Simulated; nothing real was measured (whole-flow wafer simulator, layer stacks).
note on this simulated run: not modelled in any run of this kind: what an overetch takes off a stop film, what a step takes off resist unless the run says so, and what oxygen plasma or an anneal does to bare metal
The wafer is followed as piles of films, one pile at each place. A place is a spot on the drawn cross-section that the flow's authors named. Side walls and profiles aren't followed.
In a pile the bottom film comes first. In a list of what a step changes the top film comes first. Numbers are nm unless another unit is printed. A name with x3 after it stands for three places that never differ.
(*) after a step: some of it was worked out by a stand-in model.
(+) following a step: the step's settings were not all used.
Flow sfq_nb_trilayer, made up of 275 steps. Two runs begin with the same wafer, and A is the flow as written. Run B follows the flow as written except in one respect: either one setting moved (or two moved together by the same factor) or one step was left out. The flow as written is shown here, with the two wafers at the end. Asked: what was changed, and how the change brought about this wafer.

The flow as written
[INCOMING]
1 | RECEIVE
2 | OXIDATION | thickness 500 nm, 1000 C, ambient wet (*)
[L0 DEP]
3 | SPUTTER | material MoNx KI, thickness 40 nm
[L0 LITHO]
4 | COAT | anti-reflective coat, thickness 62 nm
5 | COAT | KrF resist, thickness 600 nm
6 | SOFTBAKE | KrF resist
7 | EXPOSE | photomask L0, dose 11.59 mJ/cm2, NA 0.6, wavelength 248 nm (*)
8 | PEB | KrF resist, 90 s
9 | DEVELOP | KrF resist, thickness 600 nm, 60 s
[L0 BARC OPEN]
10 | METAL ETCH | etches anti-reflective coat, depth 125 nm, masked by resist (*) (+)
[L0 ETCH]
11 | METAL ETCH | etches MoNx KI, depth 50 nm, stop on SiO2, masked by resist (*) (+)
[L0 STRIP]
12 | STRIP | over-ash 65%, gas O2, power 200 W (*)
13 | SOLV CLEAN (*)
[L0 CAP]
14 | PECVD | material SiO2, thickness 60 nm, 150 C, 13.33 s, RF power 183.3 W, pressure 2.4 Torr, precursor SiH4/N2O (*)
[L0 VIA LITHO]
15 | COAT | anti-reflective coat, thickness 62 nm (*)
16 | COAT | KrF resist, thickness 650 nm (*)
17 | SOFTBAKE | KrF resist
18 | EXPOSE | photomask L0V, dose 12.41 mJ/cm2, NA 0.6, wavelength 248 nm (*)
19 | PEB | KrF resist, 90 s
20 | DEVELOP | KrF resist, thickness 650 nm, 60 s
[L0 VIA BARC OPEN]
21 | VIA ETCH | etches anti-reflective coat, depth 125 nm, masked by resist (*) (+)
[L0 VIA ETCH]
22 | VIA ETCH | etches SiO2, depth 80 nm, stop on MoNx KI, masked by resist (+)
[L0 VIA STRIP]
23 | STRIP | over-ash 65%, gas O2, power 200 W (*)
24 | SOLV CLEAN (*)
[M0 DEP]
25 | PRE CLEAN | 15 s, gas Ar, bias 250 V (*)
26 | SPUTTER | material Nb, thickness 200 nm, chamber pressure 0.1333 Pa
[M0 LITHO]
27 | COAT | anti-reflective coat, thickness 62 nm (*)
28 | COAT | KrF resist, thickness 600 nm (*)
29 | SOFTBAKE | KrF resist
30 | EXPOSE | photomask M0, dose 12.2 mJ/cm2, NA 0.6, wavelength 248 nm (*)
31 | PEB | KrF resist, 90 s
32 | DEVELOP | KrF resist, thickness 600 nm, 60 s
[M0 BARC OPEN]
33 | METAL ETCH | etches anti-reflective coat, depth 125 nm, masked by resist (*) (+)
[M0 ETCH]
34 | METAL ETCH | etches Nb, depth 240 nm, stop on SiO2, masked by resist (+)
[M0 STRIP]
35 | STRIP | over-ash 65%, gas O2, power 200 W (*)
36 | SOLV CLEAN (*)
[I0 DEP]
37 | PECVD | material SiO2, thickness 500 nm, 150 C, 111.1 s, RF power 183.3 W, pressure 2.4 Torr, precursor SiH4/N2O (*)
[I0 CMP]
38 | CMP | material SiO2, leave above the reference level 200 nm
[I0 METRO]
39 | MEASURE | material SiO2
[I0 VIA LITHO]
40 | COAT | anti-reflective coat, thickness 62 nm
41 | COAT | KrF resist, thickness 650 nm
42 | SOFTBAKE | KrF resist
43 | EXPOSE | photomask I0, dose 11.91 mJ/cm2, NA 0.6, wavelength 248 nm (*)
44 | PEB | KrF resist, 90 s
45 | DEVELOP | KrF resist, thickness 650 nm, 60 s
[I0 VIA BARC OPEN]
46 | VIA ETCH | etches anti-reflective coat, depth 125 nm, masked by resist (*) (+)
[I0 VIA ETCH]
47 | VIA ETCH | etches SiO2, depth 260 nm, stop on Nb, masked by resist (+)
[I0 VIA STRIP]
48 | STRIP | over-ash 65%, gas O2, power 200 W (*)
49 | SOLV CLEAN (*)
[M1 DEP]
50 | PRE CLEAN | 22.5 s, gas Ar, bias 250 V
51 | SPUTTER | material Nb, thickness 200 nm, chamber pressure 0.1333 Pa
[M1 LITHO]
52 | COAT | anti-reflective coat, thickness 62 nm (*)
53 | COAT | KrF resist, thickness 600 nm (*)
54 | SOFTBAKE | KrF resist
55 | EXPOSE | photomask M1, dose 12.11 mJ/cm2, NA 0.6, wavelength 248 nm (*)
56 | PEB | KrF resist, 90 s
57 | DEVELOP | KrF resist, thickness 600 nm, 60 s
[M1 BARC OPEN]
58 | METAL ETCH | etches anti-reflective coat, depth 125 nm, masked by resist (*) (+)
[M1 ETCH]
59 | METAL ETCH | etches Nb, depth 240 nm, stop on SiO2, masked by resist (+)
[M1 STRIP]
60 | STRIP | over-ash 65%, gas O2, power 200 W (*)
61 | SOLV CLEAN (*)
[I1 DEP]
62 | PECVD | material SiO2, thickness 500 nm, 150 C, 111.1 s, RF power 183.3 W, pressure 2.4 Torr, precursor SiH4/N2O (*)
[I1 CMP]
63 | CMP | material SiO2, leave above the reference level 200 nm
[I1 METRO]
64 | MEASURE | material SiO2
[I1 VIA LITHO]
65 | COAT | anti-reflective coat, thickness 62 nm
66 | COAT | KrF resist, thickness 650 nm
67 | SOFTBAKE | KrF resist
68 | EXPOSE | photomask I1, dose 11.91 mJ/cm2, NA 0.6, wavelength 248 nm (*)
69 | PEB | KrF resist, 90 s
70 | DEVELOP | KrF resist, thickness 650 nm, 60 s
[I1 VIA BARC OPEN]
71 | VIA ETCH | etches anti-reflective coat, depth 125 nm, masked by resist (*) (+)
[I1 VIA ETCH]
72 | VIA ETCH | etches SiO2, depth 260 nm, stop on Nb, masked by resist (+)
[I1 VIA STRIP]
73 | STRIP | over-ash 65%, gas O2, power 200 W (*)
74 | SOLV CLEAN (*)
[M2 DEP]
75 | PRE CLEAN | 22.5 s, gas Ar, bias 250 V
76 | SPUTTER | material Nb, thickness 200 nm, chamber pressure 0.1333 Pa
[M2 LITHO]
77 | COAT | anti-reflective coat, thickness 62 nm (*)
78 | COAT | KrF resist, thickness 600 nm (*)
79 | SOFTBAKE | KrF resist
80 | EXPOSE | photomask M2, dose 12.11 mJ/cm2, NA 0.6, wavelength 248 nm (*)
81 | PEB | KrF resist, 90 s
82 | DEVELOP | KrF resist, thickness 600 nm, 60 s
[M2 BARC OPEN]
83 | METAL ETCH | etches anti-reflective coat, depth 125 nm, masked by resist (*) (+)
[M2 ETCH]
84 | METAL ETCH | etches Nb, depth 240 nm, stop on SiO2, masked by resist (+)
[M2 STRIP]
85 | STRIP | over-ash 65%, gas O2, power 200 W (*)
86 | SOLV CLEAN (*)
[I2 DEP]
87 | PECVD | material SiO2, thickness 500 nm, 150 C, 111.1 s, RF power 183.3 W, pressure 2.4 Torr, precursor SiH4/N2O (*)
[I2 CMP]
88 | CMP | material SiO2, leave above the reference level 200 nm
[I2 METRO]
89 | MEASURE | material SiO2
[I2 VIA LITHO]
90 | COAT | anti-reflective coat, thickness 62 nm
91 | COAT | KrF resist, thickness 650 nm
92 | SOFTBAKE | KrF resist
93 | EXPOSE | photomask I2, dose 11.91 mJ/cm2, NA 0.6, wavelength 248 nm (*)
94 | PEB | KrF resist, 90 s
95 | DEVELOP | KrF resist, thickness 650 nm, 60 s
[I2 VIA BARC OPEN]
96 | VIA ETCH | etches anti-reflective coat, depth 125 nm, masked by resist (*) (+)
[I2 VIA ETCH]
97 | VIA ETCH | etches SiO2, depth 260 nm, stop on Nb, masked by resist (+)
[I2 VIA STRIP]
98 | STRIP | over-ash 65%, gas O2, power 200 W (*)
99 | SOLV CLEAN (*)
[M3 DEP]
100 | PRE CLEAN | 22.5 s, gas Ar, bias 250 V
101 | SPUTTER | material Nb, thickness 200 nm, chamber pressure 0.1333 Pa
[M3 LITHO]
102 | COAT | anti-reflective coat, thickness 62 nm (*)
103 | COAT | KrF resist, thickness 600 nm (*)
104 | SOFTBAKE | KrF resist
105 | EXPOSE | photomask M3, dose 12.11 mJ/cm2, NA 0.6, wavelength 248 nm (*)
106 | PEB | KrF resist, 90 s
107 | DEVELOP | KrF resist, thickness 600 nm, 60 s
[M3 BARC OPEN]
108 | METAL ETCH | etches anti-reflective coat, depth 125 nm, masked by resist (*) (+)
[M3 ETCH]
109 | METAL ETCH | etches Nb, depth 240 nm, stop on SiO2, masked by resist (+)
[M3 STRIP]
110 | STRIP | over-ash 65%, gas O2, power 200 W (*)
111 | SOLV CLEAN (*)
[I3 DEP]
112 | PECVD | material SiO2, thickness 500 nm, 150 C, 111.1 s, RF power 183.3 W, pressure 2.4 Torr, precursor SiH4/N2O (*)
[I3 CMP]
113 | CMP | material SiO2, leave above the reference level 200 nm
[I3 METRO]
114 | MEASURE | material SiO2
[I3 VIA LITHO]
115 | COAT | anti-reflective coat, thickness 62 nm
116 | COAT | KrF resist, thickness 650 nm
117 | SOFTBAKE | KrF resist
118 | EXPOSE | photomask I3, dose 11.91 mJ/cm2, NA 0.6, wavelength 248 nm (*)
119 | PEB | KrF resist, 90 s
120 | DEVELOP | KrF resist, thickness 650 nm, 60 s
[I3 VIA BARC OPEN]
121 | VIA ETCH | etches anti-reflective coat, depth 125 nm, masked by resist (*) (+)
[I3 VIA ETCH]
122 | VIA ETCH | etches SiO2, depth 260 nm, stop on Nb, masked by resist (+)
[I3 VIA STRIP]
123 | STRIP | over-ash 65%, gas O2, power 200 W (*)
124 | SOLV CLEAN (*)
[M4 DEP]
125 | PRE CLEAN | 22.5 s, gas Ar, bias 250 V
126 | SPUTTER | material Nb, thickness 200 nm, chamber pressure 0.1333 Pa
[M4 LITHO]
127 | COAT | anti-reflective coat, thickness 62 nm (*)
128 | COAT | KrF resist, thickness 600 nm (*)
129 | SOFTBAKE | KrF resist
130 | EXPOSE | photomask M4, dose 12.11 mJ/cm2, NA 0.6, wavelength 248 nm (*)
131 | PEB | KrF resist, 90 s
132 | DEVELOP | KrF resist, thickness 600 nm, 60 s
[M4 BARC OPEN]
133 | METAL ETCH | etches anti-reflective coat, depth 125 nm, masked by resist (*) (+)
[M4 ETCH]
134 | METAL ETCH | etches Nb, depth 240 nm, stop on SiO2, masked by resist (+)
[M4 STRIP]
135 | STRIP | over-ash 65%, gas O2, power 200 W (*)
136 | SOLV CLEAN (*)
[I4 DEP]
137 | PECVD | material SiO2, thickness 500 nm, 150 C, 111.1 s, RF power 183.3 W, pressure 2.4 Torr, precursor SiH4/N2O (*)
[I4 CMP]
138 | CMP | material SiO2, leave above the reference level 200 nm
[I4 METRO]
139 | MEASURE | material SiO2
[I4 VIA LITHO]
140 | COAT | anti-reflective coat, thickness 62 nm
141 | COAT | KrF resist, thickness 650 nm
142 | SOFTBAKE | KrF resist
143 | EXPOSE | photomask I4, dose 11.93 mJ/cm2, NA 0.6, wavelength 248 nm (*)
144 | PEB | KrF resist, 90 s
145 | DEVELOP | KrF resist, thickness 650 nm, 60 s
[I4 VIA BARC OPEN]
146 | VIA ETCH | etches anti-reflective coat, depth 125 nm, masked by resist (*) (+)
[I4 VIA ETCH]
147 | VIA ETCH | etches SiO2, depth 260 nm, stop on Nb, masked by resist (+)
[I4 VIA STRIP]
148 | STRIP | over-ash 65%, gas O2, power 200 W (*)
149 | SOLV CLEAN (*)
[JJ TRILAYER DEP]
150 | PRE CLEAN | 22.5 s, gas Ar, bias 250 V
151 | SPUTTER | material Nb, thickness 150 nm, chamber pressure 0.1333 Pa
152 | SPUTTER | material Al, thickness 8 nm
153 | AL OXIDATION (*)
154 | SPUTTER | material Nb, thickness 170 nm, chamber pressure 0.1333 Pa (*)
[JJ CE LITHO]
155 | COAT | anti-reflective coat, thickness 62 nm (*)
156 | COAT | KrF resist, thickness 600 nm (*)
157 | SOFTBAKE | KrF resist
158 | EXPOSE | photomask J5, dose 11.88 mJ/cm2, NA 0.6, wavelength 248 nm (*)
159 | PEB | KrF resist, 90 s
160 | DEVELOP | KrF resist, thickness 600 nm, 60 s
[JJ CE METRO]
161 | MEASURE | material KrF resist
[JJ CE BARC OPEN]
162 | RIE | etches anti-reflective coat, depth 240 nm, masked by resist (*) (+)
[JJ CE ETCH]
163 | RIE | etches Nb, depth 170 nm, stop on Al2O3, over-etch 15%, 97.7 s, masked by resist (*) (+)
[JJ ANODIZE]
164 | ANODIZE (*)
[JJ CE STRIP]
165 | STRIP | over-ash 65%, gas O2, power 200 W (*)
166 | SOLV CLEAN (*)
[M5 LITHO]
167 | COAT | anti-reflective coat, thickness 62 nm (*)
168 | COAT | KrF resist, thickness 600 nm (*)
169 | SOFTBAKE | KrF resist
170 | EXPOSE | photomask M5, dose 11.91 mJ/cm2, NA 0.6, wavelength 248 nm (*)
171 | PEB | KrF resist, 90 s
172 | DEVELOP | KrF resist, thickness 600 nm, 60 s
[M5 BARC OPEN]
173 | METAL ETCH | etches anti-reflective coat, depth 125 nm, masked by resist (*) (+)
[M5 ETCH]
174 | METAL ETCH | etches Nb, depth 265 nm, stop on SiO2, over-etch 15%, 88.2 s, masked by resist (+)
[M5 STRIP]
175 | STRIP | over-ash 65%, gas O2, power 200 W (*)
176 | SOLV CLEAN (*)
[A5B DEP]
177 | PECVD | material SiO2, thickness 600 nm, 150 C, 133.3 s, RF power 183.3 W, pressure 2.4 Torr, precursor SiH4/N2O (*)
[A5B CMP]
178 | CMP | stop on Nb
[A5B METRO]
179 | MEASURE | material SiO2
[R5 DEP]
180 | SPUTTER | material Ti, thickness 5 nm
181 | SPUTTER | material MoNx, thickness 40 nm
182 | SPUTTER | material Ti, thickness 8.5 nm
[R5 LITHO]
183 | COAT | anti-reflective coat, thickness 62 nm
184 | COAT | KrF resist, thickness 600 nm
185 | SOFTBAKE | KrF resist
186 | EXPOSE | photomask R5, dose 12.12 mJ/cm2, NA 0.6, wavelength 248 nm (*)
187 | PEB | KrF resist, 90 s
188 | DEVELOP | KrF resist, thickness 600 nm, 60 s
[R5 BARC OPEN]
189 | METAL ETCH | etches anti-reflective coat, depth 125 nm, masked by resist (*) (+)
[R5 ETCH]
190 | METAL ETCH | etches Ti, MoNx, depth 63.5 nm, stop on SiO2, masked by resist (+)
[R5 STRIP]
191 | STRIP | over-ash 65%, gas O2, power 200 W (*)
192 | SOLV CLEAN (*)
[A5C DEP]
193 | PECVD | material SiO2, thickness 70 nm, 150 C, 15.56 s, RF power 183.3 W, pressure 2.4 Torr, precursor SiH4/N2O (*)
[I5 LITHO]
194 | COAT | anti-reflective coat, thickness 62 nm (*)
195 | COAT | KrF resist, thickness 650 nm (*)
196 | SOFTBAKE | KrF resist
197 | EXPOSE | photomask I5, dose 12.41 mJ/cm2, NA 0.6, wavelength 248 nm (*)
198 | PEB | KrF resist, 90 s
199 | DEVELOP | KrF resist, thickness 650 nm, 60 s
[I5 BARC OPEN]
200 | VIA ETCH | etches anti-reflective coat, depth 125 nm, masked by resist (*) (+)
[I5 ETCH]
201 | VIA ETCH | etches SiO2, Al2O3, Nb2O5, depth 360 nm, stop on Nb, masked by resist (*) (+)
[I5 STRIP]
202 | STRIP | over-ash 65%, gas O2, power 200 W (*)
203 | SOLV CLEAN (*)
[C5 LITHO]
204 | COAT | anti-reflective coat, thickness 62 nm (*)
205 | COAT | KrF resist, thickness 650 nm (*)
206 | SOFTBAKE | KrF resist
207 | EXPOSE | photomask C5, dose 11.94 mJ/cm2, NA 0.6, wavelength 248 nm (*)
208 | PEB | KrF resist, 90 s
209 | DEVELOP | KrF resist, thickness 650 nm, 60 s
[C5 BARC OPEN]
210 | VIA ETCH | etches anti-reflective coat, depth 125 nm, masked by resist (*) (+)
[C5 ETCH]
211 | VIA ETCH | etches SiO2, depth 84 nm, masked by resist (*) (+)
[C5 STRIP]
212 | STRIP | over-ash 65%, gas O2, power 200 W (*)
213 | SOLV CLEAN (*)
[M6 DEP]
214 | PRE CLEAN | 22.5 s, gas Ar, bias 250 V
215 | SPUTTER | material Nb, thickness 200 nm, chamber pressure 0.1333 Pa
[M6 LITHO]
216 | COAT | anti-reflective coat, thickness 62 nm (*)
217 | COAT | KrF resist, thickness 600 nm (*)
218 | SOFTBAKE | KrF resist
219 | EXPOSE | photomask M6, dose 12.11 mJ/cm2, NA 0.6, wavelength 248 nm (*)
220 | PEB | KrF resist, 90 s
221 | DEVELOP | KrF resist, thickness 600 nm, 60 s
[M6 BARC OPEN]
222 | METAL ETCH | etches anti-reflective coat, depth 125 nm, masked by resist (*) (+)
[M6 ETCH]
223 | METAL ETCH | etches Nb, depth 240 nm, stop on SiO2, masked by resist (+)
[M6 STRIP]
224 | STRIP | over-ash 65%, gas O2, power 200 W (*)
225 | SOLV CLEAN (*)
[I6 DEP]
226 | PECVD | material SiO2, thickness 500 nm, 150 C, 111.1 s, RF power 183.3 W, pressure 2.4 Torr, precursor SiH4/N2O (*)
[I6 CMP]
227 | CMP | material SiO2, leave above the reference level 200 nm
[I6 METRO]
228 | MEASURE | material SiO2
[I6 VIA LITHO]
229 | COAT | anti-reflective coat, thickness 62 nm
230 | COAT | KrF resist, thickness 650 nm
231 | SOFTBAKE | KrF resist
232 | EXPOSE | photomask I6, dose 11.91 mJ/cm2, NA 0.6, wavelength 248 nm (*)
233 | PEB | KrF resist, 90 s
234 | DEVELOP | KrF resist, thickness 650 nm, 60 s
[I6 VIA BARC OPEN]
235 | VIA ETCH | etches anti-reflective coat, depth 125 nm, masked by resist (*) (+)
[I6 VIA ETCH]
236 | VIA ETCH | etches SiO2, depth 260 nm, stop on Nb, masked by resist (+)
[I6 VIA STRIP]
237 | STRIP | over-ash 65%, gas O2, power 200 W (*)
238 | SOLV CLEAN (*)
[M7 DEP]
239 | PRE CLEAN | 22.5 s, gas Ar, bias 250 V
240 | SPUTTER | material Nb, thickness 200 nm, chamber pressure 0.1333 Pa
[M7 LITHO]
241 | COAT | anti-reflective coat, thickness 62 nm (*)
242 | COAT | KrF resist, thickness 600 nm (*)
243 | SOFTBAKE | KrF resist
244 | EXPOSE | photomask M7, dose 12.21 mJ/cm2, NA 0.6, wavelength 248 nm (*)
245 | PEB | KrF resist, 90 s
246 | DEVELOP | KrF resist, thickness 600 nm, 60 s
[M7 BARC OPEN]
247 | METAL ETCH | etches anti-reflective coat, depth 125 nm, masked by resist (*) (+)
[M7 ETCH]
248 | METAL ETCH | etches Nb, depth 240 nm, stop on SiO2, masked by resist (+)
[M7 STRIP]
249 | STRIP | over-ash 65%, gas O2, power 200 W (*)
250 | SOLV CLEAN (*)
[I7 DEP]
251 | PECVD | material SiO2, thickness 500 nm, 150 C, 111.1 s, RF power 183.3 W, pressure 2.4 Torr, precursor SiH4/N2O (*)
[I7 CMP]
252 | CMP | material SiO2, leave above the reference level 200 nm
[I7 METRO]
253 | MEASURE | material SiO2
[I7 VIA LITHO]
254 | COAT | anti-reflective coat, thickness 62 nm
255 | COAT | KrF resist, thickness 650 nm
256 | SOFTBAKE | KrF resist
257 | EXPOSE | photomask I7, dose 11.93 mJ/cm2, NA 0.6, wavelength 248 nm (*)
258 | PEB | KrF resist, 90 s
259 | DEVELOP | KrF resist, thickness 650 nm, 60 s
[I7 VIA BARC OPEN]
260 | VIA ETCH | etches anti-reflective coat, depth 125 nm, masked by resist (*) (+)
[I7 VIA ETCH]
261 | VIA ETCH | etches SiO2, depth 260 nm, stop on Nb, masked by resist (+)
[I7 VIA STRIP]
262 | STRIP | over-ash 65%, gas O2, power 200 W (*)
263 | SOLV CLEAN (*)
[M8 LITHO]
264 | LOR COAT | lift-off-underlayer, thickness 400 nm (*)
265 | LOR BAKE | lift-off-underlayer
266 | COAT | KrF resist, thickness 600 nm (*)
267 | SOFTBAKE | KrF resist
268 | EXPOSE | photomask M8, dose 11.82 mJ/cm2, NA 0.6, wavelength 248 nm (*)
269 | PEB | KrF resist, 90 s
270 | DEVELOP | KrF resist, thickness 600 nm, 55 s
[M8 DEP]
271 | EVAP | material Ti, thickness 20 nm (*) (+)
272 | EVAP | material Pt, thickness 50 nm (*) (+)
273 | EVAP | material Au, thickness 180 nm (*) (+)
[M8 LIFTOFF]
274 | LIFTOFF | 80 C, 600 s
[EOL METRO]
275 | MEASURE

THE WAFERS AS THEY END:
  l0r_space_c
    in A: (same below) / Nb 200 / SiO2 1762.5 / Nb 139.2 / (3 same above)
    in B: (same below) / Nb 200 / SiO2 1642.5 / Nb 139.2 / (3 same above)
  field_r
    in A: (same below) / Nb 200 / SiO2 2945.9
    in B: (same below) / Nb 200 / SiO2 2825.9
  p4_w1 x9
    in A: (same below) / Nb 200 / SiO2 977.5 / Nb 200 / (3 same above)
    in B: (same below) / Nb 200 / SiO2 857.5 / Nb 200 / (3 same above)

Cause: step 51, SPUTTER: thickness 80 nm was run, though the flow has thickness 200 nm.

How this came from the change, step by step:
  51 | SPUTTER | material Nb, thickness 200 nm, chamber pressure 0.1333 Pa
      field_l, v_sur, via_wl and 102 more: A Nb gains 200 (new film) | B Nb gains 80 (new film)
      via_w: A Nb gains 174.5 | B Nb gains 70.4
  52 | COAT | anti-reflective coat, thickness 62 nm (*)
      via_wl: A anti-reflective coat gains 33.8 (new film) | B anti-reflective coat gains 32.1 (new film)
      via_w: A anti-reflective coat gains 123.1 (new film) | B anti-reflective coat gains 118.1 (new film)
      (also at 1 further place)
  59 | METAL ETCH | etches Nb, depth 240 nm, stop on SiO2, masked by resist (+)
      field_l, be, be_sur and 79 more: A Nb loses 200 (all of it) | B Nb loses 80 (all of it)
      v_sur, via_wl, via_w and 21 more: A KrF resist loses 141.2 | B KrF resist loses 70.6
  60 | STRIP | over-ash 65%, gas O2, power 200 W (*)
      wl_j_sl, wl_jj, wl_j_sr and 13 more: A KrF resist loses 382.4 (all of it), anti-reflective coat loses 62 (all of it) | B KrF resist loses 453 (all of it), anti-reflective coat loses 62 (all of it)
      v_sur: A KrF resist loses 365.9 (all of it), anti-reflective coat loses 61.1 (all of it) | B KrF resist loses 438.5 (all of it), anti-reflective coat loses 60.6 (all of it)
      (also at 7 further places)
  62 | PECVD | material SiO2, thickness 500 nm, 150 C, 111.1 s, RF power 183.3 W, pressure 2.4 Torr, precursor SiH4/N2O (*)
      wl_d_sl, wl_d_sr: A SiO2 gains 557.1 | B SiO2 gains 500
      via_w: A SiO2 gains 606 (new film) | B SiO2 gains 576.8 (new film)
  63 | CMP | material SiO2, leave above the reference level 200 nm
      field_l, be, be_sur and 72 more: A SiO2 loses 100 | B SiO2 loses 220
      lsp_m, ln_m6, lsp_r, l0_sur, l0v: A SiO2 loses 94.9 | B SiO2 loses 220
      (also at 3 further places)
